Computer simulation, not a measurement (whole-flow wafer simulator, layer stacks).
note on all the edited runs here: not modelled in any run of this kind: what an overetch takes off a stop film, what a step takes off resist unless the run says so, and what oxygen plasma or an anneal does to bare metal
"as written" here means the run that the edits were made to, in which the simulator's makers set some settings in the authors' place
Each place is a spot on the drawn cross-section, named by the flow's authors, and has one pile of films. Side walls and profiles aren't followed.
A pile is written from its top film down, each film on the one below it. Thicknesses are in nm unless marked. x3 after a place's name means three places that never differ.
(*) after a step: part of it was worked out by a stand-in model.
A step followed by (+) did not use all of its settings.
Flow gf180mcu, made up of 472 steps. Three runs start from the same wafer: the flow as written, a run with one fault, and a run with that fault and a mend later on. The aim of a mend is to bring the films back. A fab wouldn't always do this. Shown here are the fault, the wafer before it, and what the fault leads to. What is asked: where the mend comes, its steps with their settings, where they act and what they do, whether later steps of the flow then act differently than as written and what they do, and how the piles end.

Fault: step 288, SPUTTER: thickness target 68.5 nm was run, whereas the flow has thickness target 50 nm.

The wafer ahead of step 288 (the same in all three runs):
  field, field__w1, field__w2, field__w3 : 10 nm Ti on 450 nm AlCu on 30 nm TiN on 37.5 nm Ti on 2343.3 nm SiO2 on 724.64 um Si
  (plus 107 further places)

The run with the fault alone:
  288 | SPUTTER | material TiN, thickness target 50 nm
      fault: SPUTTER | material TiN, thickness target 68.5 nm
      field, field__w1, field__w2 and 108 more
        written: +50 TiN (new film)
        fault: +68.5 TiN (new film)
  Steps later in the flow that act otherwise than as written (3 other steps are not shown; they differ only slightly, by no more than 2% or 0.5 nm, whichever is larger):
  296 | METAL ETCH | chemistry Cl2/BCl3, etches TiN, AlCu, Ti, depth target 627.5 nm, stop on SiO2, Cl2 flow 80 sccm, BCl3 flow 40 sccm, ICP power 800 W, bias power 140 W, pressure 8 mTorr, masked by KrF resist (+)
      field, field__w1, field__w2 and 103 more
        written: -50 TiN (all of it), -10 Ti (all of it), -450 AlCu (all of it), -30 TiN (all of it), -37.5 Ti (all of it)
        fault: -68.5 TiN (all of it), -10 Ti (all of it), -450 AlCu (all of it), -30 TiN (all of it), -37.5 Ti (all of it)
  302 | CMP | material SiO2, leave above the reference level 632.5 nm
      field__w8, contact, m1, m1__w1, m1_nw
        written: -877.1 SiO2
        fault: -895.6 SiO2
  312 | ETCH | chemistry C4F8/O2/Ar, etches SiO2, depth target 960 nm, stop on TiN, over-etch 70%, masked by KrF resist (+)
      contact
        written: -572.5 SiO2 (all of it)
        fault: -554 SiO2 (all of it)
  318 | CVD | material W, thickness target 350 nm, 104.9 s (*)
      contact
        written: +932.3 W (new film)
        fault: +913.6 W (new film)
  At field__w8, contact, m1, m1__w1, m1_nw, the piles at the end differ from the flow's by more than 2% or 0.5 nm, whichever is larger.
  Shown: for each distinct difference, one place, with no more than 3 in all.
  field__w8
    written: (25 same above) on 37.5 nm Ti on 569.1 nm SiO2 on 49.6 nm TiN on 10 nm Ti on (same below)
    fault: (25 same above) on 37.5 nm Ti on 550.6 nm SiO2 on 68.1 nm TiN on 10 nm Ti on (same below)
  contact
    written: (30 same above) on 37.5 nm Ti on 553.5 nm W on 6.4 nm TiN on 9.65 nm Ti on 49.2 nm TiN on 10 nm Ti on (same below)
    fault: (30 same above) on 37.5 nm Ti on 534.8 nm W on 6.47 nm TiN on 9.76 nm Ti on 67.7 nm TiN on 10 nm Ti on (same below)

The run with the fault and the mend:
  The mend stands after step 288.
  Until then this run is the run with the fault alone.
  288a | METAL ETCH | chemistry Cl2/BCl3, etches TiN, AlCu, Ti, depth target 18.5 nm, Cl2 flow 80 sccm, BCl3 flow 40 sccm, ICP power 800 W, bias power 140 W, pressure 8 mTorr (the flow's step 260 again, with other settings)
      field, field__w1, field__w2 and 108 more
        -18.5 TiN
  Later steps of the flow that are run all act as written at every place that is followed.
  The piles end the same as the flow's at every place that both follow.
